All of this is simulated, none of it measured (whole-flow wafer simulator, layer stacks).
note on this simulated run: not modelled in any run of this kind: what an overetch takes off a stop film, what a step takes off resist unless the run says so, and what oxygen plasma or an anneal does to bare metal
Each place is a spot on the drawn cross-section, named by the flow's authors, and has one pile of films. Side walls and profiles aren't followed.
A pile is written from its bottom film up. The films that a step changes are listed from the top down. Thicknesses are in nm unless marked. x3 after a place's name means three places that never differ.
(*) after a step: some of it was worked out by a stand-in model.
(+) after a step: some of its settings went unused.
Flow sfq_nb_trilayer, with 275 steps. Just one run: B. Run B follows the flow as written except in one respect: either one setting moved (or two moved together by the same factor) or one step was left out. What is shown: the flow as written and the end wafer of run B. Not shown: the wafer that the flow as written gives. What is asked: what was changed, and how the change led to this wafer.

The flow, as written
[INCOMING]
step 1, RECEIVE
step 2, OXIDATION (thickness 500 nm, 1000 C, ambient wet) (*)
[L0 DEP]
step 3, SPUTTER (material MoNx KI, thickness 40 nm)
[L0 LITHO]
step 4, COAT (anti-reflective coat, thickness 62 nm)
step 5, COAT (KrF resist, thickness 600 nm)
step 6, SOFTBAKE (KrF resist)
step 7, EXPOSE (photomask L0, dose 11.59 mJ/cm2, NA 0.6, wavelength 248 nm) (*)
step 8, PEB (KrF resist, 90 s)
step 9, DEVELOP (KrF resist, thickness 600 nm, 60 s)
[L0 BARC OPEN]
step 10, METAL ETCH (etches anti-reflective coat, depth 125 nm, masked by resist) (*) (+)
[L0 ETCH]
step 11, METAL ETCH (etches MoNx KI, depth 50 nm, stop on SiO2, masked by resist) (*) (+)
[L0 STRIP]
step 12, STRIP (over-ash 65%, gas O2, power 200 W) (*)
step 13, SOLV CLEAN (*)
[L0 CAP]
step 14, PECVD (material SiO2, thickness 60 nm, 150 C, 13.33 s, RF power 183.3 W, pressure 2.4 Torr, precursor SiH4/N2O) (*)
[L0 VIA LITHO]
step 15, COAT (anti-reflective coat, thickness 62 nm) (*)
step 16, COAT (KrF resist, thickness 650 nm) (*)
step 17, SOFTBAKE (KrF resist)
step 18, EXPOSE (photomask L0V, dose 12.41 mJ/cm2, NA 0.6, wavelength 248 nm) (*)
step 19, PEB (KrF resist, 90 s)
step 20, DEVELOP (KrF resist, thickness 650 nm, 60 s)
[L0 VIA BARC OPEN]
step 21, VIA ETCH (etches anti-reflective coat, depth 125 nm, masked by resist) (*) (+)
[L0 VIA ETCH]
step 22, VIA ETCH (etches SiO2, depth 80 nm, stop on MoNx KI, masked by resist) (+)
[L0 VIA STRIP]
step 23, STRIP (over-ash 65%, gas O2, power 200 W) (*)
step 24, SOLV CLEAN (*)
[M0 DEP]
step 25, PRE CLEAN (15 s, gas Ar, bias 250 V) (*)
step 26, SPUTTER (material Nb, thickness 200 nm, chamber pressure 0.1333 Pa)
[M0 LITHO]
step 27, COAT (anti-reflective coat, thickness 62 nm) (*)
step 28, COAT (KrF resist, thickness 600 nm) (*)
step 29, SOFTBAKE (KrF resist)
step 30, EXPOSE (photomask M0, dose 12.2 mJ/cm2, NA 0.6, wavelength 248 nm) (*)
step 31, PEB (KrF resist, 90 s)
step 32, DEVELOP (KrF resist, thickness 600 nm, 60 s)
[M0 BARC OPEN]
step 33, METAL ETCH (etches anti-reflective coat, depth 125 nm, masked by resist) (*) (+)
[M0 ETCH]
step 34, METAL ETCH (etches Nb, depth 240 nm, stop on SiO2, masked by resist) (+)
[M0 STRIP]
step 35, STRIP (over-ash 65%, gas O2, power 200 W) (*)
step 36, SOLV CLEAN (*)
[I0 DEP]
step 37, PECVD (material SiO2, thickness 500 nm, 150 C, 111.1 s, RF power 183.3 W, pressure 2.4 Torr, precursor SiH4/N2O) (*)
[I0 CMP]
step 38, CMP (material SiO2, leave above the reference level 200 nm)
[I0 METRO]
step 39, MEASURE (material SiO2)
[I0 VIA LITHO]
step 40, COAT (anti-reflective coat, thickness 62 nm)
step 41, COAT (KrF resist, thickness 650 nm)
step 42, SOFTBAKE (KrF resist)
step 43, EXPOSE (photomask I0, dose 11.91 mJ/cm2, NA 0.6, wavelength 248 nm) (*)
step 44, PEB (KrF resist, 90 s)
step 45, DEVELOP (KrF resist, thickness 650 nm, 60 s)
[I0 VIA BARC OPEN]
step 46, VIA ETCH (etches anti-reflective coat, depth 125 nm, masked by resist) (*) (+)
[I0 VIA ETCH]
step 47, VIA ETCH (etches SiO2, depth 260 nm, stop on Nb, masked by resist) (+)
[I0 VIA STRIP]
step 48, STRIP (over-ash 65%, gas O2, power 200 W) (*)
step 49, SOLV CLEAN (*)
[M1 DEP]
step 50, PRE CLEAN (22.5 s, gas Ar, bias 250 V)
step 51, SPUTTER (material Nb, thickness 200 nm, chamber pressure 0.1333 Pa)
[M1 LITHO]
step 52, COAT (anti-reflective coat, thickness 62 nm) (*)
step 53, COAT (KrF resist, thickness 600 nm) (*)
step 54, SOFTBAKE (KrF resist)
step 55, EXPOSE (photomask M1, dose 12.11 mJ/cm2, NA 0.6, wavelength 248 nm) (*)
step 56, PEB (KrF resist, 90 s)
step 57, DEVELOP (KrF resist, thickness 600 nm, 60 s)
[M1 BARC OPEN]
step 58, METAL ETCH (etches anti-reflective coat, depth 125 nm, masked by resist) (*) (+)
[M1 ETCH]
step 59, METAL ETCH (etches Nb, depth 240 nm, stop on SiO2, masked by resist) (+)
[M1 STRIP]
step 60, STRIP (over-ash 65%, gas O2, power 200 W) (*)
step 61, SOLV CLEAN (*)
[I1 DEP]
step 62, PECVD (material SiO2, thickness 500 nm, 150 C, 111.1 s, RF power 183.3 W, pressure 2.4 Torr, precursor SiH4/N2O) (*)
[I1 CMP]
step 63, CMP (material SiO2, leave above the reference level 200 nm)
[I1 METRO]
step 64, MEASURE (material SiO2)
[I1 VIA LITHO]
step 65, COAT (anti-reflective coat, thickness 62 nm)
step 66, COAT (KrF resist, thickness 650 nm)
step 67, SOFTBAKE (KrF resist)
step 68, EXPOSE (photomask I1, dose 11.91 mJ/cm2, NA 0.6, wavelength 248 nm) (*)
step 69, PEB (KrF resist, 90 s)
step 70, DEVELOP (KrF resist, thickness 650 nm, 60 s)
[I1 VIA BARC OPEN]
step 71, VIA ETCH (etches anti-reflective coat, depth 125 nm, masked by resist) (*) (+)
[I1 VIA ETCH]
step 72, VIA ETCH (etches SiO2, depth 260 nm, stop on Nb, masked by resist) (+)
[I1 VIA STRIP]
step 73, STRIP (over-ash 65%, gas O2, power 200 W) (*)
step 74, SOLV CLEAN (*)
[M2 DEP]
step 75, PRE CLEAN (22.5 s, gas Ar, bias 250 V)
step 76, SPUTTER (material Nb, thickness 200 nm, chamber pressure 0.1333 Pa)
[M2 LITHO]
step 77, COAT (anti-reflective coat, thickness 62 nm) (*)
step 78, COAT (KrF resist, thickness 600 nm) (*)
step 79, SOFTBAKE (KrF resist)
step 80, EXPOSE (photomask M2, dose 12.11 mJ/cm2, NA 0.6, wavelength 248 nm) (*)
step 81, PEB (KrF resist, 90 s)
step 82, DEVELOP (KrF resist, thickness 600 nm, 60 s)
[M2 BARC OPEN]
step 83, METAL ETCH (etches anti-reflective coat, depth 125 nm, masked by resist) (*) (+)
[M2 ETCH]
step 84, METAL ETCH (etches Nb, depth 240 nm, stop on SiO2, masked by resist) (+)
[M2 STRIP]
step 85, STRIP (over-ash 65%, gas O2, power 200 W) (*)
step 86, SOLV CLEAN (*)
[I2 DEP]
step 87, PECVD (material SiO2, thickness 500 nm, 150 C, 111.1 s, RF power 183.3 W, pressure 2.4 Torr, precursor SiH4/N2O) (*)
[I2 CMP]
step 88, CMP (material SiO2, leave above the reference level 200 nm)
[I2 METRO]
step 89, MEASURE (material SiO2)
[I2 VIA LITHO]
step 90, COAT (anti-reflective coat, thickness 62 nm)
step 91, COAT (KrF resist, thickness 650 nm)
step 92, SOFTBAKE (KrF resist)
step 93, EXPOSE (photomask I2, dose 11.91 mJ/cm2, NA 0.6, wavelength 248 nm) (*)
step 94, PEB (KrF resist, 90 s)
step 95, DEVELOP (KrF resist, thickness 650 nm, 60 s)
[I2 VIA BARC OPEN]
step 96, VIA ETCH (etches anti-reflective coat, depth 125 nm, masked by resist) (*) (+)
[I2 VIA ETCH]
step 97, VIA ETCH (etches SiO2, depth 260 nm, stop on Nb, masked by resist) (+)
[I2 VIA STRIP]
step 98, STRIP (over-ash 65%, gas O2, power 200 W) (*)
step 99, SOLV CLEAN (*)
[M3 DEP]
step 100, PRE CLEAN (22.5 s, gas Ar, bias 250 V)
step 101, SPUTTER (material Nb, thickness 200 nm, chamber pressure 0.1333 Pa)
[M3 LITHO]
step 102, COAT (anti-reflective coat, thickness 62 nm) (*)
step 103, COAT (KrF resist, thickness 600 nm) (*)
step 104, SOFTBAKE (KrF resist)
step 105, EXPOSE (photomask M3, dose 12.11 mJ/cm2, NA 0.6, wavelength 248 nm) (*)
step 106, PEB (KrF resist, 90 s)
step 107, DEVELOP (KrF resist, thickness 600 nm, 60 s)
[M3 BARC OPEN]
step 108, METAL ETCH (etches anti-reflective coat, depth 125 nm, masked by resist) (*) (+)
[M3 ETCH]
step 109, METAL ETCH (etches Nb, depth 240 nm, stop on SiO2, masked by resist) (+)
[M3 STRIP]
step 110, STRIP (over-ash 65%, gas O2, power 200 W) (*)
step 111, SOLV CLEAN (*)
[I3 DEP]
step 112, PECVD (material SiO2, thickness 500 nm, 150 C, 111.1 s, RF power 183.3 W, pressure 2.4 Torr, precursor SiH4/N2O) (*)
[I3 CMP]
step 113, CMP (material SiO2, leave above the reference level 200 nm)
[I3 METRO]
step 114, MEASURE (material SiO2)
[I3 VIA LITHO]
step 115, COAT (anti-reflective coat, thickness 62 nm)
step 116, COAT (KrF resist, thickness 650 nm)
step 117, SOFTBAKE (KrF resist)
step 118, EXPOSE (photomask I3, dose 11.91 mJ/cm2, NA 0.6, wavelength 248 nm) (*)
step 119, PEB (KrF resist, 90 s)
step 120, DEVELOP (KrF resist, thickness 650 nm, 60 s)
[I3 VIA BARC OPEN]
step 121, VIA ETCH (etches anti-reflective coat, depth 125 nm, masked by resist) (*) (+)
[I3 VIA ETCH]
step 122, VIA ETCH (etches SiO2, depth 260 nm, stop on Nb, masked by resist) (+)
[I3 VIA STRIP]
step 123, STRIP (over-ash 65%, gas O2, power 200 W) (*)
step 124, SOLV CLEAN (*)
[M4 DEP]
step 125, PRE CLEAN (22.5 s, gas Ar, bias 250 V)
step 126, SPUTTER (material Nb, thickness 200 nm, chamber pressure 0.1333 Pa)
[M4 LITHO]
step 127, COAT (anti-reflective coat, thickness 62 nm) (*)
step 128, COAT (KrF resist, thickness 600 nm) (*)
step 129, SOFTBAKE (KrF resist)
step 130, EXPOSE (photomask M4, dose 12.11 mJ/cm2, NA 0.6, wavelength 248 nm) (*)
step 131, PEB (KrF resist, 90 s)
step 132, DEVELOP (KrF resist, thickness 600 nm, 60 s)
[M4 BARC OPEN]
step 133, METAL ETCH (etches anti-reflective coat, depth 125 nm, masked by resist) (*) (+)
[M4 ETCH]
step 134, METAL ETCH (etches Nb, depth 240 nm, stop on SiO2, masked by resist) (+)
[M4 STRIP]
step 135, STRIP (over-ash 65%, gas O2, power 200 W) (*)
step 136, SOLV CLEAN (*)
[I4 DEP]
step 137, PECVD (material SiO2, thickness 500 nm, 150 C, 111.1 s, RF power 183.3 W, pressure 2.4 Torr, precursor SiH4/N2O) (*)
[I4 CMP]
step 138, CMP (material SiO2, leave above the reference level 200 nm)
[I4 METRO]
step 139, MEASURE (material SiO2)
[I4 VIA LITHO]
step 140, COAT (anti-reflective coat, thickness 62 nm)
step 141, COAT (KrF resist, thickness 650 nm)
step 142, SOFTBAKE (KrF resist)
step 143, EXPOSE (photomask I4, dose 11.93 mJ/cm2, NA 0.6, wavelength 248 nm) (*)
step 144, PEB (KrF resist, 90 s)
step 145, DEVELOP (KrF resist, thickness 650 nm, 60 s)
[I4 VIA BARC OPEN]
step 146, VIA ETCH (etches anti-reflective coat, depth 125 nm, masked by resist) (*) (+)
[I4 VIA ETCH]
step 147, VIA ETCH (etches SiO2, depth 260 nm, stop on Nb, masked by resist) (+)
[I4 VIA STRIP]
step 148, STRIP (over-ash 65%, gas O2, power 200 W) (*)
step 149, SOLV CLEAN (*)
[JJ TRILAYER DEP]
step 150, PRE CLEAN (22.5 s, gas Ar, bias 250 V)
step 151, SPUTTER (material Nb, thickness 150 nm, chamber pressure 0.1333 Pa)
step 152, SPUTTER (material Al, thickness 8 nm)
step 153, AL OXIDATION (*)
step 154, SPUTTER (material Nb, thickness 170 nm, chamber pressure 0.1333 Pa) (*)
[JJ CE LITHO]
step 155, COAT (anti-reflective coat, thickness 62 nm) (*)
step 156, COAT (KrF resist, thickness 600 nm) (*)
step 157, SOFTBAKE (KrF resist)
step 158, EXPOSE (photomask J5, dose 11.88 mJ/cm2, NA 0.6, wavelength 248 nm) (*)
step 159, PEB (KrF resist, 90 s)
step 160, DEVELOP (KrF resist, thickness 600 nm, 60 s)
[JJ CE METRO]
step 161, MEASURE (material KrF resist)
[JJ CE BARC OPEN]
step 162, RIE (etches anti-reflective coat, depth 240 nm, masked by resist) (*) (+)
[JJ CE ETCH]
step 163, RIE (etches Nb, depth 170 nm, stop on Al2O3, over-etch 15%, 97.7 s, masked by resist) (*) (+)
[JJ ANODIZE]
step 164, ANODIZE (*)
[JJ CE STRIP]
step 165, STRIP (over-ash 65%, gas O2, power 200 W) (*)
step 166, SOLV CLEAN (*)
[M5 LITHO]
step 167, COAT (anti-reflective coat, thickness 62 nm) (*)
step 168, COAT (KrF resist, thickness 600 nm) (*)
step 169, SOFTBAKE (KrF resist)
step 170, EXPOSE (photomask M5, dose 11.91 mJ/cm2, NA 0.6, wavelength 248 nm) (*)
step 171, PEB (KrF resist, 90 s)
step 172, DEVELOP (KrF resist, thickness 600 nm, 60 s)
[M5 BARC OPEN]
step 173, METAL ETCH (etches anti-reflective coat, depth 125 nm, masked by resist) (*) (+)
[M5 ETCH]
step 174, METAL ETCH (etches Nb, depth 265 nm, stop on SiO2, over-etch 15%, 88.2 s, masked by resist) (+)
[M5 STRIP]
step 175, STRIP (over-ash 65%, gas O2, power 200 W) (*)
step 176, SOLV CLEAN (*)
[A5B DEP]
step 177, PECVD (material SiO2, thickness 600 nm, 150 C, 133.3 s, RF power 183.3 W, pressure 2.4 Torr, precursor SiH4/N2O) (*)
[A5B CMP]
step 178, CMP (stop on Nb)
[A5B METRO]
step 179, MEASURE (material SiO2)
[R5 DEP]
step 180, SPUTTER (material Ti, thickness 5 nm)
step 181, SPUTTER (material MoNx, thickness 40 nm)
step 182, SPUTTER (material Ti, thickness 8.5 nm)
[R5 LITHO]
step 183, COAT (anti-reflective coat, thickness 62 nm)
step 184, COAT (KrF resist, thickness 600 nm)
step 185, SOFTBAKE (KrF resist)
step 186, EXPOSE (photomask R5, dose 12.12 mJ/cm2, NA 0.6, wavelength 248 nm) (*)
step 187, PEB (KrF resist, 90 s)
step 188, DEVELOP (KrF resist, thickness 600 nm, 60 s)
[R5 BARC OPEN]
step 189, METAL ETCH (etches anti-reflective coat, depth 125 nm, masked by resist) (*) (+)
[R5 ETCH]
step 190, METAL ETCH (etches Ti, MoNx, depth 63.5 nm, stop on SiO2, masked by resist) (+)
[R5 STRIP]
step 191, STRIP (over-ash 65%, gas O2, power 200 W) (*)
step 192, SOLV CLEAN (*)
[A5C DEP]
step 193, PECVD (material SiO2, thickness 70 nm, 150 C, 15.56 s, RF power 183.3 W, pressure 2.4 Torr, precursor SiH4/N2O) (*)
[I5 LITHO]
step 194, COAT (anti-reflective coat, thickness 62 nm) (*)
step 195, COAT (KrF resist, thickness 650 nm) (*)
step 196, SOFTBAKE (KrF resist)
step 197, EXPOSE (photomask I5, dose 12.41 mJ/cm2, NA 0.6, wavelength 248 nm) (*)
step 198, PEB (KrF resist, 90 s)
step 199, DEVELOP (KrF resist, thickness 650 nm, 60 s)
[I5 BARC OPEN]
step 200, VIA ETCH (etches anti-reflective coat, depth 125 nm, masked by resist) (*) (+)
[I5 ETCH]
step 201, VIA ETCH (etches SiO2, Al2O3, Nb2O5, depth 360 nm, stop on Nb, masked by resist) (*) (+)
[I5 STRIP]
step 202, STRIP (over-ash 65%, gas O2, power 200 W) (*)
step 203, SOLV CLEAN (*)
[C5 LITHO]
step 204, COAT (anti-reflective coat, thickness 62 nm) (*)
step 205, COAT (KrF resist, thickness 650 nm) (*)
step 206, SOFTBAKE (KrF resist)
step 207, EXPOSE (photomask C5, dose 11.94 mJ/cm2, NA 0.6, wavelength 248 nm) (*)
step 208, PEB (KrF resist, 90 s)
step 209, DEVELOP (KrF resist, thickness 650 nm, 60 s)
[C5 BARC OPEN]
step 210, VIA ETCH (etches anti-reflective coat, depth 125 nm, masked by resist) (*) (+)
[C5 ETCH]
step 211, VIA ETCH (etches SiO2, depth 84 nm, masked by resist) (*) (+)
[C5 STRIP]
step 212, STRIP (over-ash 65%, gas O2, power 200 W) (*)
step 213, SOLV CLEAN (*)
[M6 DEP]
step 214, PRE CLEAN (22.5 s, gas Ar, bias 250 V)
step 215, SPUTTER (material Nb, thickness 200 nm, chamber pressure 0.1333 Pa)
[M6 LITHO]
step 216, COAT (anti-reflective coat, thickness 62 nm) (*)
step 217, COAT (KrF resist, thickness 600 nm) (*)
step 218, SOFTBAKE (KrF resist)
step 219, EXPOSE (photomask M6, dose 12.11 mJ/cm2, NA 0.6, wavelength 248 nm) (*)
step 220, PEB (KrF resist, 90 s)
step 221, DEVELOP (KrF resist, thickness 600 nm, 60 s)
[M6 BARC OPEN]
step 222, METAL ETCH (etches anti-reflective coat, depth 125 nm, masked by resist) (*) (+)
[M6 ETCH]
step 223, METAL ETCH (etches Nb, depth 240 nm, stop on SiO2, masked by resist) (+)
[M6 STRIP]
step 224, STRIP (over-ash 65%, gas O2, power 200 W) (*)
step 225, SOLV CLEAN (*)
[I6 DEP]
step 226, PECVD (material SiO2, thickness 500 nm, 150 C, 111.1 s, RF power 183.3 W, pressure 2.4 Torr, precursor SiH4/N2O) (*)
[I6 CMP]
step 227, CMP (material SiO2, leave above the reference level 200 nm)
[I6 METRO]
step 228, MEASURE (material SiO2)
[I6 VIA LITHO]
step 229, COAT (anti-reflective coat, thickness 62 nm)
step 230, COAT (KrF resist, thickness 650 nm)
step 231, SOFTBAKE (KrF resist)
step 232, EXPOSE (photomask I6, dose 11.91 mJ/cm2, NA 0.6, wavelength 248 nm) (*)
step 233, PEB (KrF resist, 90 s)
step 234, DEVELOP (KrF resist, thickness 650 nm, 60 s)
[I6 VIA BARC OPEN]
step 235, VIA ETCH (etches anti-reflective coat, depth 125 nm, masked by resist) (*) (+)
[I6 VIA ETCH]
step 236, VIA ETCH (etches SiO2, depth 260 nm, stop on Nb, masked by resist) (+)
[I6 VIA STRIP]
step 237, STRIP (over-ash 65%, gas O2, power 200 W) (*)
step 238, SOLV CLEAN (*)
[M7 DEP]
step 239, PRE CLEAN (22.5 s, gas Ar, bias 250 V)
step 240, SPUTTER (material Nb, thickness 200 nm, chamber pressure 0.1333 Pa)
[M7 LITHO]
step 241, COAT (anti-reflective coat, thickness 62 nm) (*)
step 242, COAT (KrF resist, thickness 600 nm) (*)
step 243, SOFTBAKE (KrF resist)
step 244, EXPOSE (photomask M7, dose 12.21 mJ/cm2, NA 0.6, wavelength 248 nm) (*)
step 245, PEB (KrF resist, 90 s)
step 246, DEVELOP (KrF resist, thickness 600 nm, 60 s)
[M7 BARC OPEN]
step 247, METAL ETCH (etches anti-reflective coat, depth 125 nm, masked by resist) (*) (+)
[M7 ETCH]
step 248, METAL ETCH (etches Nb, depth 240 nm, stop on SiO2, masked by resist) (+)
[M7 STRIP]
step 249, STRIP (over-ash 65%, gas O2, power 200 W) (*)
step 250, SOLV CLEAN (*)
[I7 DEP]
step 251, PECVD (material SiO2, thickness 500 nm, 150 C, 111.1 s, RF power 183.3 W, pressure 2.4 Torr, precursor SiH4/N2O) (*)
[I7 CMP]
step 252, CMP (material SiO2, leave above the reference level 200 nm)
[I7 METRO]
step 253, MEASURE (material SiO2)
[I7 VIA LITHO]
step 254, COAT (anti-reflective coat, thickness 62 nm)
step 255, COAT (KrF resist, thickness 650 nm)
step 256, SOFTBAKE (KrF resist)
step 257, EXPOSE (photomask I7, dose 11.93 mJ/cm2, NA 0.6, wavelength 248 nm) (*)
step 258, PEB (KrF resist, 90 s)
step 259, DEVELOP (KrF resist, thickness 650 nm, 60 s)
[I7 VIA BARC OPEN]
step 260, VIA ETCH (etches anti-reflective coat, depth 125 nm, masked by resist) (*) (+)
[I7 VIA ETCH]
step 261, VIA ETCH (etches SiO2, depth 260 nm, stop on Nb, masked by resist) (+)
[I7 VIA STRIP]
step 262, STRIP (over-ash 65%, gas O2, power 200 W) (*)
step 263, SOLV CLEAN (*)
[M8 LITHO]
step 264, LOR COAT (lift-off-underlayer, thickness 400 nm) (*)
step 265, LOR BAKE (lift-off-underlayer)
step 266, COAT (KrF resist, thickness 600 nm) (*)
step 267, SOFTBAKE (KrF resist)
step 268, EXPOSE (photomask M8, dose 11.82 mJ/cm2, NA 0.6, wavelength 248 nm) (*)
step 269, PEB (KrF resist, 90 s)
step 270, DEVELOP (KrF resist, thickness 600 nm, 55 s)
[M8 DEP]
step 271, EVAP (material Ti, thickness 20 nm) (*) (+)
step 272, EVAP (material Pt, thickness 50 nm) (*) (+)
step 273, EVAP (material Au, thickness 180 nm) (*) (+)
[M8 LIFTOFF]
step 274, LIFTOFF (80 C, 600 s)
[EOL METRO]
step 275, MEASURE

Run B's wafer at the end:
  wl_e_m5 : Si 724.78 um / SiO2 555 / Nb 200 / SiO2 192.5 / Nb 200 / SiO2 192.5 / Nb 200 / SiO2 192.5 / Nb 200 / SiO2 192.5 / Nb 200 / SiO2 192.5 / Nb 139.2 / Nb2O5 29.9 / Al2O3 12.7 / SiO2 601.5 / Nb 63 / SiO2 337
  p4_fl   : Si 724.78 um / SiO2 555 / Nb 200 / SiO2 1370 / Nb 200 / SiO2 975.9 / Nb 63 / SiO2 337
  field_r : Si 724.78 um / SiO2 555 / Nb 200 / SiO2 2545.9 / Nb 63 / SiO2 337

Cause: step 248, METAL ETCH: depth 137 nm was run, though the flow has depth 240 nm.

How this came from the change, step by step:
  step 248, METAL ETCH (etches Nb, depth 240 nm, stop on SiO2, masked by resist) (+)
      field_l, field_r, lsp_l and 62 more: Nb loses 137 (in the flow as written it would be: Nb loses 200 (all of it))
      v_sur, via_wl, via_w and 38 more: KrF resist loses 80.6 (in the flow as written it would be: KrF resist loses 141.2)
  step 249, STRIP (over-ash 65%, gas O2, power 200 W) (*)
      wl_j_sl, wl_jj, wl_j_sr and 14 more: KrF resist loses 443 (all of it), anti-reflective coat loses 62 (all of it) (in the flow as written it would be: KrF resist loses 382.4 (all of it), anti-reflective coat loses 62 (all of it))
      ln_m5, lsp_m, ln_m6, lsp_r: KrF resist loses 442.5 (all of it), anti-reflective coat loses 61.8 (all of it) (in the flow as written it would be: KrF resist loses 381.9 (all of it), anti-reflective coat loses 61.8 (all of it))
      (as well as at 20 more places)
  step 251, PECVD (material SiO2, thickness 500 nm, 150 C, 111.1 s, RF power 183.3 W, pressure 2.4 Torr, precursor SiH4/N2O) (*)
      field_l, p4_fl, p4_fm and 56 more: SiO2 gains 500 (new film) (in the flow as written it would be: SiO2 gains 500)
      field_r, lsp_l: SiO2 gains 484.7 (new film) (in the flow as written it would be: SiO2 gains 477.7)
      (as well as at 4 more places)
  step 252, CMP (material SiO2, leave above the reference level 200 nm)
      field_l, p4_fl, p4_fm and 56 more: SiO2 loses 163 (in the flow as written it would be: SiO2 loses 100)
      field_r, lsp_l: SiO2 loses 147.7 (in the flow as written it would be: SiO2 loses 77.7)
      (as well as at 4 more places)
If metal films that touch count as one body, wl_e_m5 has 7 bodies (between them, from the top down: SiO2 601.5 / Al2O3 12.7 / Nb2O5 29.9; SiO2 192.5; SiO2 192.5; SiO2 192.5; SiO2 192.5; SiO2 192.5); the flow as written gives 6 bodies (between them, from the top down: SiO2 192.5; SiO2 192.5; SiO2 192.5; SiO2 192.5; SiO2 192.5).
If metal films that touch count as one body, p4_fl has 3 bodies (between them, from the top down: SiO2 975.9; SiO2 1370); the flow as written gives 2 bodies (between them, from the top down: SiO2 1370).
If metal films that touch count as one body, field_r has 2 bodies (between them, from the top down: SiO2 2545.9); the flow as written gives 1 body.
